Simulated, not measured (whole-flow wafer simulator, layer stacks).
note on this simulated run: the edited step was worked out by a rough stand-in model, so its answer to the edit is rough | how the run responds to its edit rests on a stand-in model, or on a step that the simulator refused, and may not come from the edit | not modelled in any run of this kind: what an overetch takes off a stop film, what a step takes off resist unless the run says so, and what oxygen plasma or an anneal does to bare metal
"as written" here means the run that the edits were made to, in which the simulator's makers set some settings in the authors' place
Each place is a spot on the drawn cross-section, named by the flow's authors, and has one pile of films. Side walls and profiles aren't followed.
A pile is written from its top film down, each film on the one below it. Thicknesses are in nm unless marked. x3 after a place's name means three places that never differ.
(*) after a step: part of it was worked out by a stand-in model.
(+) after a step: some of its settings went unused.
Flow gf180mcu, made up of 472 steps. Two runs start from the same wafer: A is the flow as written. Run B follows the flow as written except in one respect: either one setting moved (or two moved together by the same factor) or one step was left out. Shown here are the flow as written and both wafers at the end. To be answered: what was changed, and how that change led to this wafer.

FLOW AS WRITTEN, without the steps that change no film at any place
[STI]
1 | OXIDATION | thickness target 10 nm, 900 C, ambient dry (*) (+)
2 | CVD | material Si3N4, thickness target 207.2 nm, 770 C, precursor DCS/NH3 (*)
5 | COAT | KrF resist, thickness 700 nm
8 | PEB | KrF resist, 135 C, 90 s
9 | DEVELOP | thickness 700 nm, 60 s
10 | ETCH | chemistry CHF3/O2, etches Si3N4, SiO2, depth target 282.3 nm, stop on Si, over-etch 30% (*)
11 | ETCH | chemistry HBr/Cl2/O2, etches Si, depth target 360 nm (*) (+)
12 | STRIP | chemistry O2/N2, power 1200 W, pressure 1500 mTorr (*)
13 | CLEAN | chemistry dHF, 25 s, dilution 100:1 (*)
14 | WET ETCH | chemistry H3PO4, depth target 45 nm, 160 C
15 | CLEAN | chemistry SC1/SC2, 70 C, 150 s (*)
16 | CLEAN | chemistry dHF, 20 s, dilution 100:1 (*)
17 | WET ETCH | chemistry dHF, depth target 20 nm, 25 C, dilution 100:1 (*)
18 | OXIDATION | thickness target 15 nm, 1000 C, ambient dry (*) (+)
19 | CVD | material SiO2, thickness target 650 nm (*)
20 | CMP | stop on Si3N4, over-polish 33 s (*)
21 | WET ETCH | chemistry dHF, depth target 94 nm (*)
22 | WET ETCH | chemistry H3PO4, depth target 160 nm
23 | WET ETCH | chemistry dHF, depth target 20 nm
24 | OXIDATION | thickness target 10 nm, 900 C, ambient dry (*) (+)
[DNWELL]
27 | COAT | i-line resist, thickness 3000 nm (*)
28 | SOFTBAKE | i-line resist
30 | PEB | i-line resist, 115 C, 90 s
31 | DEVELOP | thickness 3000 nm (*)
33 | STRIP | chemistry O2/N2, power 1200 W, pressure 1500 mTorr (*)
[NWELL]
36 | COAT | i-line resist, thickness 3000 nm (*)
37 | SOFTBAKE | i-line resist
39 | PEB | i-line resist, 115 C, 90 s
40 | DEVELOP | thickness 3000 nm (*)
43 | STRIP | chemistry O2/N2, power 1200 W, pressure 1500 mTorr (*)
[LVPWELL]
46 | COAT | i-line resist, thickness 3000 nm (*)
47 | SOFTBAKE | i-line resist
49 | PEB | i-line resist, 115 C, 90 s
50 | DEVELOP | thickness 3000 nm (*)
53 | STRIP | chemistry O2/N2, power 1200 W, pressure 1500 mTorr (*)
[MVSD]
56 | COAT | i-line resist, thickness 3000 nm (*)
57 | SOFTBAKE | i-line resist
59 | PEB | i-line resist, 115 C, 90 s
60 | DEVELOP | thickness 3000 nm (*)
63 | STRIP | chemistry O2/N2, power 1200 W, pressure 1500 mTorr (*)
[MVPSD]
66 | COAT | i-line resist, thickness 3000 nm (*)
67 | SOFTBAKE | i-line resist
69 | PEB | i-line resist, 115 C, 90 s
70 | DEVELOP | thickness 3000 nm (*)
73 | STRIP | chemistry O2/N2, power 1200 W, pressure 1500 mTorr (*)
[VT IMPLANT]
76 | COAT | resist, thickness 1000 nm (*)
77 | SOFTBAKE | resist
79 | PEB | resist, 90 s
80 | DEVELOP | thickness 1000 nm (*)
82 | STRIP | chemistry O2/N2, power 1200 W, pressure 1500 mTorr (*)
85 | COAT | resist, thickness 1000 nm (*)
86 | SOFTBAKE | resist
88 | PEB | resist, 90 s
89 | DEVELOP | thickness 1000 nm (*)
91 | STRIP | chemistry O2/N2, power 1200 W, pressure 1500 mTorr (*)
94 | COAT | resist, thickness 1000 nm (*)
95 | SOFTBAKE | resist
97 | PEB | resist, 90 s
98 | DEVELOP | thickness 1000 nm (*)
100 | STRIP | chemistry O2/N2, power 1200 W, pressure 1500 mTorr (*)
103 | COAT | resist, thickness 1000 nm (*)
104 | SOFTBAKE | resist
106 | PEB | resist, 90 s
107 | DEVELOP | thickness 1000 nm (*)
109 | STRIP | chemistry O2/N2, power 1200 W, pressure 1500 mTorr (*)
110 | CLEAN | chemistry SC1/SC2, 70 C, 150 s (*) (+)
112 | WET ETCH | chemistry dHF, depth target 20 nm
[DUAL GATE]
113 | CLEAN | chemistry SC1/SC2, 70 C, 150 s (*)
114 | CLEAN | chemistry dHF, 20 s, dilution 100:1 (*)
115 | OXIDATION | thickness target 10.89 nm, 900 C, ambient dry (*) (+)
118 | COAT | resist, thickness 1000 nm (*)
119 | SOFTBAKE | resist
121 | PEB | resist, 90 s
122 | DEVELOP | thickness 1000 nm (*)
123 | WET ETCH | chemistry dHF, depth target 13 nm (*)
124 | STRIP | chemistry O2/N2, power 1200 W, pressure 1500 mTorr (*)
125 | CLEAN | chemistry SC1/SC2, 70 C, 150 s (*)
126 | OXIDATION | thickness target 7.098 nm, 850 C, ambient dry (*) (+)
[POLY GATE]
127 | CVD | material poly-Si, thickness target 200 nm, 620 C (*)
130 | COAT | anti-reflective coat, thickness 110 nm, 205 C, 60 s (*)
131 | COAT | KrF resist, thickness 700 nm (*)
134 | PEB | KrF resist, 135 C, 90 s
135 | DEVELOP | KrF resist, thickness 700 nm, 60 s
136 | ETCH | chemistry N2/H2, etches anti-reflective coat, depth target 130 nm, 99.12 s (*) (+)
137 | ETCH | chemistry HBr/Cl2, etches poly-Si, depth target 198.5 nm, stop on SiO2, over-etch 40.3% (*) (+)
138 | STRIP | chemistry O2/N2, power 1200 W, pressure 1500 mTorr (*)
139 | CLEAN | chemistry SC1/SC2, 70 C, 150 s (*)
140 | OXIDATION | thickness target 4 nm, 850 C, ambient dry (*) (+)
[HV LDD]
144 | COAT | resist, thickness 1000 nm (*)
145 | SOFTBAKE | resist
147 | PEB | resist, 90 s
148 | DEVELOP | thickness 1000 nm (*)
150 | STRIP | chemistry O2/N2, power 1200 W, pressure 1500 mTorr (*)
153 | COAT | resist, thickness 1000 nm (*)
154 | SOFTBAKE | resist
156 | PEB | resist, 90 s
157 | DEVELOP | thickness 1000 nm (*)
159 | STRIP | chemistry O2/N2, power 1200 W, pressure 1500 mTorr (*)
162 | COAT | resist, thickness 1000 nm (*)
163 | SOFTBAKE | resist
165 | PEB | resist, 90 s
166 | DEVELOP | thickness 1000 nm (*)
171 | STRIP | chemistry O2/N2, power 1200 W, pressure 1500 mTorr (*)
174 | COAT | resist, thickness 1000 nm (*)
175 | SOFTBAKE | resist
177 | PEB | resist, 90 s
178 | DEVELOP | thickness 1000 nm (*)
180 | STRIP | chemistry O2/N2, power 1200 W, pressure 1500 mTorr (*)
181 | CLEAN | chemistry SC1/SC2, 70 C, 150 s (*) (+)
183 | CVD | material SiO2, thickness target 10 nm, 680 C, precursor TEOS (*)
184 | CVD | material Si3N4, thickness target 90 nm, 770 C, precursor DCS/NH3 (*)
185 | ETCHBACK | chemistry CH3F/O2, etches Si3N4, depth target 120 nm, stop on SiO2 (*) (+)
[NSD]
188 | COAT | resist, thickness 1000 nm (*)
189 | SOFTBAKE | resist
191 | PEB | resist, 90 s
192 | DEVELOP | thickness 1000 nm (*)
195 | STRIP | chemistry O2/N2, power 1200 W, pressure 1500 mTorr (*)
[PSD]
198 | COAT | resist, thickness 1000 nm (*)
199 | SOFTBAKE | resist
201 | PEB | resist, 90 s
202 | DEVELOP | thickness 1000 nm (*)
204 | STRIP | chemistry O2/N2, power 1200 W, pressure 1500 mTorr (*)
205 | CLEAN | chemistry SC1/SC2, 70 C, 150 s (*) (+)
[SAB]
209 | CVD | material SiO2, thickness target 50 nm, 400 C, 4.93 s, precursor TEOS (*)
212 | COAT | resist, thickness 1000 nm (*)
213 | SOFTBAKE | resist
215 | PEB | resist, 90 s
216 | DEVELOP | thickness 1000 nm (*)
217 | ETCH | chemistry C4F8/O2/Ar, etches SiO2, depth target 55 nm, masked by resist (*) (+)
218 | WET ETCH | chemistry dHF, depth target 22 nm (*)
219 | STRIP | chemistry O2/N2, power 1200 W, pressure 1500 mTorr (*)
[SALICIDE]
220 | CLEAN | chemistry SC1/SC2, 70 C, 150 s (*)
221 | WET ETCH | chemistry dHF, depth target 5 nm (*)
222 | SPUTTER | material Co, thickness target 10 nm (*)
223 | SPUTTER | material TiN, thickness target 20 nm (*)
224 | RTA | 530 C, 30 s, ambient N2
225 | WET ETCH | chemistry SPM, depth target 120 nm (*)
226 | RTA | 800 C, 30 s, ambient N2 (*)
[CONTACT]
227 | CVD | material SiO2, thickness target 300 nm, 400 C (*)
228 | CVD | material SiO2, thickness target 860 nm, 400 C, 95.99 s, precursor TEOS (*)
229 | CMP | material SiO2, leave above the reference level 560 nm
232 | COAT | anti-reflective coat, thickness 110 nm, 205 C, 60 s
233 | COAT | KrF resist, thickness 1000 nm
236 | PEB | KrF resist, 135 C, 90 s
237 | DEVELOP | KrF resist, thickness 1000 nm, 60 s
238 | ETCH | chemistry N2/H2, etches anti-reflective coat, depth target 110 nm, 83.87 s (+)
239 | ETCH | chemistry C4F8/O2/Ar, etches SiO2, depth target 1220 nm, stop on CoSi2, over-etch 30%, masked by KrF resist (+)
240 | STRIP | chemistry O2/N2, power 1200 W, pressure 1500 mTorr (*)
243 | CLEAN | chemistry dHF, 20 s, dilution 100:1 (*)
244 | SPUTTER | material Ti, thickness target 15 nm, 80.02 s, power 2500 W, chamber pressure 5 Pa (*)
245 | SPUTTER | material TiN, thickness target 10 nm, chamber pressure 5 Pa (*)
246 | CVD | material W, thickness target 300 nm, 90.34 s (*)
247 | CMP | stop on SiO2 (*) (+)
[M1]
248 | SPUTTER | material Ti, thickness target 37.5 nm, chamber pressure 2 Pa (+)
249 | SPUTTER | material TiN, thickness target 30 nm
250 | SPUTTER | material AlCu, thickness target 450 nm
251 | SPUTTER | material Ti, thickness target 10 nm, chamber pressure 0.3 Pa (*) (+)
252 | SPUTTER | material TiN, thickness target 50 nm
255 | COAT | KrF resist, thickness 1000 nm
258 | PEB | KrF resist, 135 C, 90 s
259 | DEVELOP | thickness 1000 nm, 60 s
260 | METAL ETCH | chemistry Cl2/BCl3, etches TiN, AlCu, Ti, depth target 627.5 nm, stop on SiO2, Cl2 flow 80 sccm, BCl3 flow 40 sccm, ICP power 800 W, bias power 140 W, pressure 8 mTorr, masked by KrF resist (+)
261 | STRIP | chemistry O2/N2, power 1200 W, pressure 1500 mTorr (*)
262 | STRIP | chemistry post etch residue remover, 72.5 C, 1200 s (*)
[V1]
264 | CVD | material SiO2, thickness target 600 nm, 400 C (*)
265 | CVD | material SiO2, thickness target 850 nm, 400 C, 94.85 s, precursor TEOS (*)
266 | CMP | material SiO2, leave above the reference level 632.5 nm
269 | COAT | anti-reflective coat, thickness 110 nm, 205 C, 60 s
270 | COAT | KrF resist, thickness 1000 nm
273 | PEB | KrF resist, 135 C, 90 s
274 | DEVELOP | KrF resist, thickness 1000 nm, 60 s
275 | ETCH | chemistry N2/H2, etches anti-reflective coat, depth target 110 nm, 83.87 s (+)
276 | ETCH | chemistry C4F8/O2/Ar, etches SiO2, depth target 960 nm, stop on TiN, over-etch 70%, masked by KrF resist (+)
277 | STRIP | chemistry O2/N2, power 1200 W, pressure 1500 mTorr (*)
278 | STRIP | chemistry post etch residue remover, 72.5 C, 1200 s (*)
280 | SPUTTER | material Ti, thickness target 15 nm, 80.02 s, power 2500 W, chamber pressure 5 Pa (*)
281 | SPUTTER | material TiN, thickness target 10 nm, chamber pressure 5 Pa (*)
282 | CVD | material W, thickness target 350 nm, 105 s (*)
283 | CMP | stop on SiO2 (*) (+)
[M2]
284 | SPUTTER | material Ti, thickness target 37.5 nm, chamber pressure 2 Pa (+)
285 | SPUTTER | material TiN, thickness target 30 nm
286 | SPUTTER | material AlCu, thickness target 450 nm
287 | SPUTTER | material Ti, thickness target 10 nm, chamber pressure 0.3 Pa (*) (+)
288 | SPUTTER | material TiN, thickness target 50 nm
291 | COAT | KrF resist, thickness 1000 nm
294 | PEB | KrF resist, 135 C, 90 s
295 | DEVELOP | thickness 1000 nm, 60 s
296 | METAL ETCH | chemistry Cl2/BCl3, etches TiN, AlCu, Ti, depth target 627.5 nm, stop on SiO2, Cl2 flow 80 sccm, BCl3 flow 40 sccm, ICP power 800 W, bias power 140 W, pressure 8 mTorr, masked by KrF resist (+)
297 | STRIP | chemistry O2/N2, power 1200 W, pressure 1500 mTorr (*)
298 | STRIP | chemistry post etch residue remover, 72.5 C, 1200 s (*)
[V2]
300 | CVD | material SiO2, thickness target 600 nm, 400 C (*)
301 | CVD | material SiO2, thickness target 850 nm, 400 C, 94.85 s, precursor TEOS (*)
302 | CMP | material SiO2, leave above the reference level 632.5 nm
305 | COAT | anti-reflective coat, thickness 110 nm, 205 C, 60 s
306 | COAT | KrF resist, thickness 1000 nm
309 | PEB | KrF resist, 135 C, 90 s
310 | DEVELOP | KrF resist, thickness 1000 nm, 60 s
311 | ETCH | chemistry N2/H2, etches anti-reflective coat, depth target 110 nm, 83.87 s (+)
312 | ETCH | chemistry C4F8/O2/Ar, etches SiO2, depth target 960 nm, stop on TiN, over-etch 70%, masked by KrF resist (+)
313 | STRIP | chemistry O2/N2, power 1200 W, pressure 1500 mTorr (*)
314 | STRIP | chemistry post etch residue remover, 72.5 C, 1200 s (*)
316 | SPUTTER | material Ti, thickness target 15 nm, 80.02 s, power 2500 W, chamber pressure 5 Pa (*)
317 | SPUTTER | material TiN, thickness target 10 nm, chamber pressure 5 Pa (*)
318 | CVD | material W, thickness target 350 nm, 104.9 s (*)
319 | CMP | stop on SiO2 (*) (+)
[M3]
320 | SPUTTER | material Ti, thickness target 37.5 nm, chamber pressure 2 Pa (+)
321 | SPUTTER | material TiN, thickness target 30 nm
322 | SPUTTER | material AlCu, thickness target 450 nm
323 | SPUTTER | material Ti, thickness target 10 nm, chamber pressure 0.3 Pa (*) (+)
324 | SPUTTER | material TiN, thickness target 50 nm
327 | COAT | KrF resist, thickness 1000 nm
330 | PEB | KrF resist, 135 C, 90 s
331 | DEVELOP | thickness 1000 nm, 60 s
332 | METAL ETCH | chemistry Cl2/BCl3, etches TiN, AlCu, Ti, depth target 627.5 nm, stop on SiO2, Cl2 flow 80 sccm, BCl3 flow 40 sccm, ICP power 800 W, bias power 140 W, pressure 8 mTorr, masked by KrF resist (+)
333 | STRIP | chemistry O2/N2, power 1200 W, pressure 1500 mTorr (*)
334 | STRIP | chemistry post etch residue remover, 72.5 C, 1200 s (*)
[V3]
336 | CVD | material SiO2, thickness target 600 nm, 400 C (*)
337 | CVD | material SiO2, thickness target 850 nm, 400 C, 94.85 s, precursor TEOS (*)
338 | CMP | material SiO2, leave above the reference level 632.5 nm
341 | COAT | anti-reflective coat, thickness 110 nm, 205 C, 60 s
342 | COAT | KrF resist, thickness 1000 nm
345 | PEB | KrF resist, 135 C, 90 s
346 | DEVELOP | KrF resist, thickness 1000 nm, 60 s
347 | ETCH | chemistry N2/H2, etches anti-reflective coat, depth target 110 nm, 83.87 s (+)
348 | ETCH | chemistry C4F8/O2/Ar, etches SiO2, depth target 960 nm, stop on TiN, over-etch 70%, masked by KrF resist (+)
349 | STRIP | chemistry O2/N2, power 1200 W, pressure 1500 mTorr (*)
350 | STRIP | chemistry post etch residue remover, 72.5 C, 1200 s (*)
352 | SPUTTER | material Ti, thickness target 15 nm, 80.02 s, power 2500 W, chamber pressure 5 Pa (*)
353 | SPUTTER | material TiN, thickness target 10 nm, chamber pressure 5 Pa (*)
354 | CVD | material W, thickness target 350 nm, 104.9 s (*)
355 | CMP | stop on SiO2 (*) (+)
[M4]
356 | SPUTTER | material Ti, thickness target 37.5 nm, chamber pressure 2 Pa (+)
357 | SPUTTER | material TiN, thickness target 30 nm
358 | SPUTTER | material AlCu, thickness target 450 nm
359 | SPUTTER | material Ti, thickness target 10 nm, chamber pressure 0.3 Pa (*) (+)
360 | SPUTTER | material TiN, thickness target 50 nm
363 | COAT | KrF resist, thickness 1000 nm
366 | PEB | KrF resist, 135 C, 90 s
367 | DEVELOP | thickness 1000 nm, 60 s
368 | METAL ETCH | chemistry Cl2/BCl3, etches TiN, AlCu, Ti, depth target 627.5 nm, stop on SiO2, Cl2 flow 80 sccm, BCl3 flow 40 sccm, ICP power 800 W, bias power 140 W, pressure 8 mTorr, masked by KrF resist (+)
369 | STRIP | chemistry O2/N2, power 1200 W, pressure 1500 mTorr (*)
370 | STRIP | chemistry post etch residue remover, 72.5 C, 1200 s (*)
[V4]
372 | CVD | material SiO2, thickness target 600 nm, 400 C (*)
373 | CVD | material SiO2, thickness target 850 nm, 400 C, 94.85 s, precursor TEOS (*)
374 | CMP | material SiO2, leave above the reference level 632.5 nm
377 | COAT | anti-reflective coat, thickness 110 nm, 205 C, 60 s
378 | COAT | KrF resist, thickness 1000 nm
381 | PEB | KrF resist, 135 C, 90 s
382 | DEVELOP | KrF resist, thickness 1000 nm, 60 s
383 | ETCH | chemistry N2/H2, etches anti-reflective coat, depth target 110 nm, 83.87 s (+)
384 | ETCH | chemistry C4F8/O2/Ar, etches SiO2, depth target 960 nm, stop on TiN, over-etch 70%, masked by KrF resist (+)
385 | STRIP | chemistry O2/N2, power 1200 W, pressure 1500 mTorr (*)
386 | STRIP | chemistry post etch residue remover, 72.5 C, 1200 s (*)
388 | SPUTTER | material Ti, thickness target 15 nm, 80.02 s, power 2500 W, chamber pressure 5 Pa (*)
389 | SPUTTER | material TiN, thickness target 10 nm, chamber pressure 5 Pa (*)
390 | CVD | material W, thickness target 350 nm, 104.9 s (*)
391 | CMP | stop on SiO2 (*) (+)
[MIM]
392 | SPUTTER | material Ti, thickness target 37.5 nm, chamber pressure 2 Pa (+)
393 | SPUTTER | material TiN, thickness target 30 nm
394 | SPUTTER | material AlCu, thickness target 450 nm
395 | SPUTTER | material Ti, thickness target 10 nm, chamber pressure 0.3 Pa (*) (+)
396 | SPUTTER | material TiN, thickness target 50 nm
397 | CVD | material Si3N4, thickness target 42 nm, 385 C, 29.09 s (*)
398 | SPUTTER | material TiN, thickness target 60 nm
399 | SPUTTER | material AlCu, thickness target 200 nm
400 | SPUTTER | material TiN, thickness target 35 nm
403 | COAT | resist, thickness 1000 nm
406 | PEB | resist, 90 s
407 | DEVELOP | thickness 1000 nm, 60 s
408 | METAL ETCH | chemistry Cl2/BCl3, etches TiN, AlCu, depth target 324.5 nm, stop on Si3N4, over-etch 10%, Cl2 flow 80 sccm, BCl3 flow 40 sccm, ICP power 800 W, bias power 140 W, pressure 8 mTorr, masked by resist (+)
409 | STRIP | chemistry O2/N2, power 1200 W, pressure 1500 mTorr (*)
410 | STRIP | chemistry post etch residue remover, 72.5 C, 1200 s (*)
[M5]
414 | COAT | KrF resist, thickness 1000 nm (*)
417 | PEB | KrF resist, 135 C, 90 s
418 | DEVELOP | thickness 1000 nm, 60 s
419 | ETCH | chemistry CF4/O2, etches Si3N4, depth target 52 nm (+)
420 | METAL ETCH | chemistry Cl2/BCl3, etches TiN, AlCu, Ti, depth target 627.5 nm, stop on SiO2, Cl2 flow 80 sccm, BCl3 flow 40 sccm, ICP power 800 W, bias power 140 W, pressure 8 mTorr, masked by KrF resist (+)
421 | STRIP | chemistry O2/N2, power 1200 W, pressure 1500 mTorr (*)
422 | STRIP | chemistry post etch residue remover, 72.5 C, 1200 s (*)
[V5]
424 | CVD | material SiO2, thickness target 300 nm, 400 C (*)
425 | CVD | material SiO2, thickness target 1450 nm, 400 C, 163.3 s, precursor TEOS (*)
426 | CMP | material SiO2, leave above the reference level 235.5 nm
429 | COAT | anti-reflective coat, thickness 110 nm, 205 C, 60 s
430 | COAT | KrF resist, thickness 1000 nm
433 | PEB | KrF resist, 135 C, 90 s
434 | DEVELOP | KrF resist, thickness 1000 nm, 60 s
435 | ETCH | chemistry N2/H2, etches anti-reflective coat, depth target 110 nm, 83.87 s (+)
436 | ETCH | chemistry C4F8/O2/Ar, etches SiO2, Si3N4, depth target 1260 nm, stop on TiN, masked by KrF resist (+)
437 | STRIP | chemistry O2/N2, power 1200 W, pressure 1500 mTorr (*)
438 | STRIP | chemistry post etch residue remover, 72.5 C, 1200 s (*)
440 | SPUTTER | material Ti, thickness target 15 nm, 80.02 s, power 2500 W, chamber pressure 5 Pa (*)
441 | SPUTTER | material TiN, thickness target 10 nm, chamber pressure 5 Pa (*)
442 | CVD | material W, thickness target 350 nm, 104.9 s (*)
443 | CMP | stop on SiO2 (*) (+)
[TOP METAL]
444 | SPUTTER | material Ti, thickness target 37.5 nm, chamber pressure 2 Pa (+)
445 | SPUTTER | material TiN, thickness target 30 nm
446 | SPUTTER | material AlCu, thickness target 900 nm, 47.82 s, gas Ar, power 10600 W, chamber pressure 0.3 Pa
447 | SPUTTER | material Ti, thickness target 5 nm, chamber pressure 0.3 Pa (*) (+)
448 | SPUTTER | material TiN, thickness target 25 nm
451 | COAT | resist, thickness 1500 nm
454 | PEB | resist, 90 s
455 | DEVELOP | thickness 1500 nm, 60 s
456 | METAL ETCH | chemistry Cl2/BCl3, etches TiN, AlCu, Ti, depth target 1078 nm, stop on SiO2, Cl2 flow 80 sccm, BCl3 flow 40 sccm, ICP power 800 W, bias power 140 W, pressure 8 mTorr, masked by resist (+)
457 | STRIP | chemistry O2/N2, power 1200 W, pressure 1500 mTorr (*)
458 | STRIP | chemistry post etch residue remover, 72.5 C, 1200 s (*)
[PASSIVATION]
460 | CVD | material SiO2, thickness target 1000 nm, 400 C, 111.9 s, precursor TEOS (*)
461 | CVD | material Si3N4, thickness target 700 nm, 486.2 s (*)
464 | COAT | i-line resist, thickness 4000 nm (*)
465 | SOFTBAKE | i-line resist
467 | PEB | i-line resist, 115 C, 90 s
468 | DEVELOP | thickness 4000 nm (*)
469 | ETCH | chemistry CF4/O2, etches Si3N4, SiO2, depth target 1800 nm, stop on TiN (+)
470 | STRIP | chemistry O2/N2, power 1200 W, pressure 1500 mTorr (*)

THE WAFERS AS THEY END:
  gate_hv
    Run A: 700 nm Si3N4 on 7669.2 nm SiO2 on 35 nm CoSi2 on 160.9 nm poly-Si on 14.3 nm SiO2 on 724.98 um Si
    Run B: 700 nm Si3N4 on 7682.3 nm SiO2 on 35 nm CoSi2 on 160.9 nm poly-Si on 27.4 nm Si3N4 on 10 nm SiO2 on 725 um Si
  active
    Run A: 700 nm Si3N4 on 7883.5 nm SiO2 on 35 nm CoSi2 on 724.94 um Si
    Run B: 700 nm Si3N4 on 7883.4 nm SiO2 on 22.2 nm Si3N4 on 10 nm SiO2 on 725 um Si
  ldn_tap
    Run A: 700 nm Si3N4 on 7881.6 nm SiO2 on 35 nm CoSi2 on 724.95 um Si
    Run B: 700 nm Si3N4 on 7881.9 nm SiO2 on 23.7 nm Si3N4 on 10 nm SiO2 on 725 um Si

Cause: step 2, CVD: thickness target 248.6 nm was run, whereas the flow has thickness target 207.2 nm.

The path from the change to this, step by step:
  2 | CVD | material Si3N4, thickness target 207.2 nm, 770 C, precursor DCS/NH3 (*)
      field, field_sub, active and 77 more: A +207.2 Si3N4 (new film) | B +248.6 Si3N4 (new film)
  10 | ETCH | chemistry CHF3/O2, etches Si3N4, SiO2, depth target 282.3 nm, stop on Si, over-etch 30% (*)
      field, field_sub, sti and 34 more: A -207.2 Si3N4 (all of it), -10 SiO2 (all of it), -13 Si | B -248.6 Si3N4 (all of it), -10 SiO2 (all of it), -4.74 Si
  11 | ETCH | chemistry HBr/Cl2/O2, etches Si, depth target 360 nm (*) (+)
      active, n_well, p_well and 40 more: A -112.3 KrF resist | B -115.1 KrF resist
      field, field_sub, sti and 34 more: A -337 Si | B -345.3 Si
  19 | CVD | material SiO2, thickness target 650 nm (*)
      m1, ld_fp_n, ld_drift_n and 8 more: A +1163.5 SiO2 | B +1204.9 SiO2
  20 | CMP | stop on Si3N4, over-polish 33 s (*)
      sti, mim_1p0, pad and 11 more: A -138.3 SiO2 | B -96.9 SiO2
      nw_enc_fld, nw_enc_fld_lv: A -142.4 SiO2 | B -100.9 SiO2
      (and at 10 other places as well)
  22 | WET ETCH | chemistry H3PO4, depth target 160 nm
      active, n_well, p_well and 40 more: A -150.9 Si3N4 (all of it), -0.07 SiO2 | B -160.1 Si3N4
  23 | WET ETCH | chemistry dHF, depth target 20 nm
      active, n_well, p_well and 40 more: A -9.93 SiO2 (all of it) | B -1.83 Si3N4
  24 | OXIDATION | thickness target 10 nm, 900 C, ambient dry (*) (+)
      active, n_well, p_well and 40 more: A +10 SiO2 (new film), -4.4 Si | B nothing
  28 | SOFTBAKE | i-line resist
      field: A +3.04 i-line resist | B +3.63 i-line resist
      gate_hv: A +3.15 i-line resist | B +3.71 i-line resist
      (and at 29 other places as well)
  37 | SOFTBAKE | i-line resist
      field: A +3.04 i-line resist | B +3.63 i-line resist
      gate_hv: A +3.15 i-line resist | B +3.71 i-line resist
      (and at 29 other places as well)
  47 | SOFTBAKE | i-line resist
      field: A +3.04 i-line resist | B +3.63 i-line resist
      gate_hv: A +3.15 i-line resist | B +3.71 i-line resist
      (and at 29 other places as well)
  57 | SOFTBAKE | i-line resist
      field: A +3.04 i-line resist | B +3.63 i-line resist
      gate_hv: A +3.15 i-line resist | B +3.71 i-line resist
      (and at 29 other places as well)
  67 | SOFTBAKE | i-line resist
      field: A +3.04 i-line resist | B +3.63 i-line resist
      gate_hv: A +3.15 i-line resist | B +3.71 i-line resist
      (and at 29 other places as well)
  112 | WET ETCH | chemistry dHF, depth target 20 nm
      active, n_well, p_well and 40 more: A -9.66 SiO2 (all of it) | B -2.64 Si3N4
  113 | CLEAN | chemistry SC1/SC2, 70 C, 150 s (*)
      active, n_well, p_well and 40 more: A +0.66 chemical SiO2 (new film), -1.83 Si | B nothing
  114 | CLEAN | chemistry dHF, 20 s, dilution 100:1 (*)
      active, n_well, p_well and 40 more: A -0.66 chemical SiO2 (all of it) | B -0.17 Si3N4
  ... another 28 steps ...
  471 | ANNEAL | 400 C, 1800 s, ambient N2/H2
      contact: A nothing | B under 49 films: +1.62 void (new film), -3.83 Ti, +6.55 TiSi first (new film), -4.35 Si
If metal films that touch count as one body, active has 0 bodies; the flow as written gives 1 body.
If metal films that touch count as one body, ldn_tap has 0 bodies; the flow as written gives 1 body.
